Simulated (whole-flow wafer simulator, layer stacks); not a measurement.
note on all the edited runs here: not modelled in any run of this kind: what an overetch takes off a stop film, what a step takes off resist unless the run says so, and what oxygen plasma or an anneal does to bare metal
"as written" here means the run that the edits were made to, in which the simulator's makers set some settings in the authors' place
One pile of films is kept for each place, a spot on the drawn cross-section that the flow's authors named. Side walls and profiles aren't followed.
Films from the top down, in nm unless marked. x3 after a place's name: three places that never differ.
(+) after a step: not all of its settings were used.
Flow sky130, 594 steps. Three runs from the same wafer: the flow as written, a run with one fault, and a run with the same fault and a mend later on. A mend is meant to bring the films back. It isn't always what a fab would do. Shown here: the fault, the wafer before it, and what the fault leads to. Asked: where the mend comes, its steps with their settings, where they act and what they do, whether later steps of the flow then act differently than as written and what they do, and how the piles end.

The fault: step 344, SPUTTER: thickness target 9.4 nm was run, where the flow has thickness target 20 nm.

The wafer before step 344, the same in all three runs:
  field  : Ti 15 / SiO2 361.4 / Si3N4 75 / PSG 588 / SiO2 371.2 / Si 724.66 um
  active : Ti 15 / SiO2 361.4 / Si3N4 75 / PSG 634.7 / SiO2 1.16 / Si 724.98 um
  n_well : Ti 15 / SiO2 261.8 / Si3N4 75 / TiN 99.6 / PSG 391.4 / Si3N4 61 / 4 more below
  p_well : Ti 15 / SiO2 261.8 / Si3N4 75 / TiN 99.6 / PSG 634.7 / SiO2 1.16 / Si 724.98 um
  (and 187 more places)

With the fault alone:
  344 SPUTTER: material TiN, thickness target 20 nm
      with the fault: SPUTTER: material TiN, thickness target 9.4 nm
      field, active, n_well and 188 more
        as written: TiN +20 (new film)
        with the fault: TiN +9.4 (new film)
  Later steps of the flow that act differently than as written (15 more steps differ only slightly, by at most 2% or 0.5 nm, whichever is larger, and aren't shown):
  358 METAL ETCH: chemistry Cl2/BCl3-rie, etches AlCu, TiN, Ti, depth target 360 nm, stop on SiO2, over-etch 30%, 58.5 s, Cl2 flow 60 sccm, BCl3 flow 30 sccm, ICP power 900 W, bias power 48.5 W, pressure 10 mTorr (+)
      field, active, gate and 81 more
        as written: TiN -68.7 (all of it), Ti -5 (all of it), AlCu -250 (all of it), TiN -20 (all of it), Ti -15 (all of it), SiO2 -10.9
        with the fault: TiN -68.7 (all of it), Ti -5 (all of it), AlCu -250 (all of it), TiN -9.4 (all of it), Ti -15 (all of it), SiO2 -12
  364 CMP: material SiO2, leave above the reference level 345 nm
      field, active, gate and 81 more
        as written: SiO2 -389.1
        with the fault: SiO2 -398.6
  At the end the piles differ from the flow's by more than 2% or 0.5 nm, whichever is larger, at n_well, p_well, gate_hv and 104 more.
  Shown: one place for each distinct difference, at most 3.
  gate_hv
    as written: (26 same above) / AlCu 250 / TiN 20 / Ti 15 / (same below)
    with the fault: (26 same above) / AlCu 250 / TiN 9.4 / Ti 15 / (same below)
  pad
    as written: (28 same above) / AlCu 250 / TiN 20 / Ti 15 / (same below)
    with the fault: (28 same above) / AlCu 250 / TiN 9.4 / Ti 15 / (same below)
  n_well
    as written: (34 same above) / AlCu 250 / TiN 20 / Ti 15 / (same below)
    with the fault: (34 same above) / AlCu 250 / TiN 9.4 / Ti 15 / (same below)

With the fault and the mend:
  The mend comes after step 344.
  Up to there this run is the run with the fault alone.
  344a SPUTTER: material TiN, thickness target 10.6 nm (the flow's step 344 once more, with other settings)
      field, active, n_well and 188 more
        TiN +10.6
  No later step of the flow acts differently than as written at any place that is followed.
  At the end the piles are the same as the flow's at every place that both follow.
